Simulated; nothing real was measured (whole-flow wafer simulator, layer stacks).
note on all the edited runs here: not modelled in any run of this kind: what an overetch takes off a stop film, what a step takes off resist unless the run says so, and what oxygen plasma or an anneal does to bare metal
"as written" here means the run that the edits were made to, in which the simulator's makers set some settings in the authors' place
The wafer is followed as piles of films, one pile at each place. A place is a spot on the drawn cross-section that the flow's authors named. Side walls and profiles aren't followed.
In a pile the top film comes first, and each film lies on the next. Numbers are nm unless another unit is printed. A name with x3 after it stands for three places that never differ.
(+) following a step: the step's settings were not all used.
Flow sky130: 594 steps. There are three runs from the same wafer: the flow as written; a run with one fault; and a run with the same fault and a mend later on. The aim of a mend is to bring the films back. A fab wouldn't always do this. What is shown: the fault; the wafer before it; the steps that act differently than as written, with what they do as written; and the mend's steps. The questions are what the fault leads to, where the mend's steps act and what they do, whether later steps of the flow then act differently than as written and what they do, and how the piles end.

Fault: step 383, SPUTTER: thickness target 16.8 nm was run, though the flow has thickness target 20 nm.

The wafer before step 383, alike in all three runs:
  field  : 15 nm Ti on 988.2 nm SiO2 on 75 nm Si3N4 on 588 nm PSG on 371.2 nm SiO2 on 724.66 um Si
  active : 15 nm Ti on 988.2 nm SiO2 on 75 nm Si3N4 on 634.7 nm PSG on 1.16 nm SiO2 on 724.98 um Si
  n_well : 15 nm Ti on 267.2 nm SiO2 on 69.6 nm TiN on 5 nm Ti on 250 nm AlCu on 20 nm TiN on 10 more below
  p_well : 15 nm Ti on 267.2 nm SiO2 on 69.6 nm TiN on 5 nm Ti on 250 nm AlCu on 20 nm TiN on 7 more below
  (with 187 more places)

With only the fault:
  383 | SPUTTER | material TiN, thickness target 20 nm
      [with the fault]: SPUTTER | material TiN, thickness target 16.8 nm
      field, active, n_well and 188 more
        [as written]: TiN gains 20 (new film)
        [with the fault]: TiN gains 16.8 (new film)
  Steps later in the flow that act otherwise than as written (11 more steps, not shown, differ only slightly: by at most 2% or 0.5 nm, whichever is larger):
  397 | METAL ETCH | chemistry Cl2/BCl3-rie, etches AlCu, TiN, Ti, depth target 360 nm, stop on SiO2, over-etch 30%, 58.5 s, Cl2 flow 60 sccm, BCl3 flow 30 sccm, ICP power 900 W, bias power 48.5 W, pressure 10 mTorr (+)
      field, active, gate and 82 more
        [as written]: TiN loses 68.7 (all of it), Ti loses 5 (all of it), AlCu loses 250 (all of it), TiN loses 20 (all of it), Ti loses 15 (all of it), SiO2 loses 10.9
        [with the fault]: TiN loses 68.7 (all of it), Ti loses 5 (all of it), AlCu loses 250 (all of it), TiN loses 16.8 (all of it), Ti loses 15 (all of it), SiO2 loses 11.3
  By the end, the piles at n_well, p_well, gate_hv and 103 more depart from the flow's by more than 2% or 0.5 nm, whichever is larger.
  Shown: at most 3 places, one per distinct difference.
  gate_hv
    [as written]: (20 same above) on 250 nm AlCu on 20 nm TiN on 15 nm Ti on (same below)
    [with the fault]: (20 same above) on 250 nm AlCu on 16.8 nm TiN on 15 nm Ti on (same below)
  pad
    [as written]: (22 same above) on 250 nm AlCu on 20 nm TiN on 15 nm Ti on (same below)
    [with the fault]: (22 same above) on 250 nm AlCu on 16.8 nm TiN on 15 nm Ti on (same below)
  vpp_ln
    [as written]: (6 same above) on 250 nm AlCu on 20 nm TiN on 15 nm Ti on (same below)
    [with the fault]: (6 same above) on 250 nm AlCu on 16.8 nm TiN on 15 nm Ti on (same below)

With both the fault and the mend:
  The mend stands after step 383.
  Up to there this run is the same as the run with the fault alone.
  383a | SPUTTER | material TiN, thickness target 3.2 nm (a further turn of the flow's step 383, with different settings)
      field, active, n_well and 188 more
        TiN gains 3.2
  Every later step of the flow that is run acts as written at every place that is followed.
  The piles end the same as the flow's at every place that both follow.
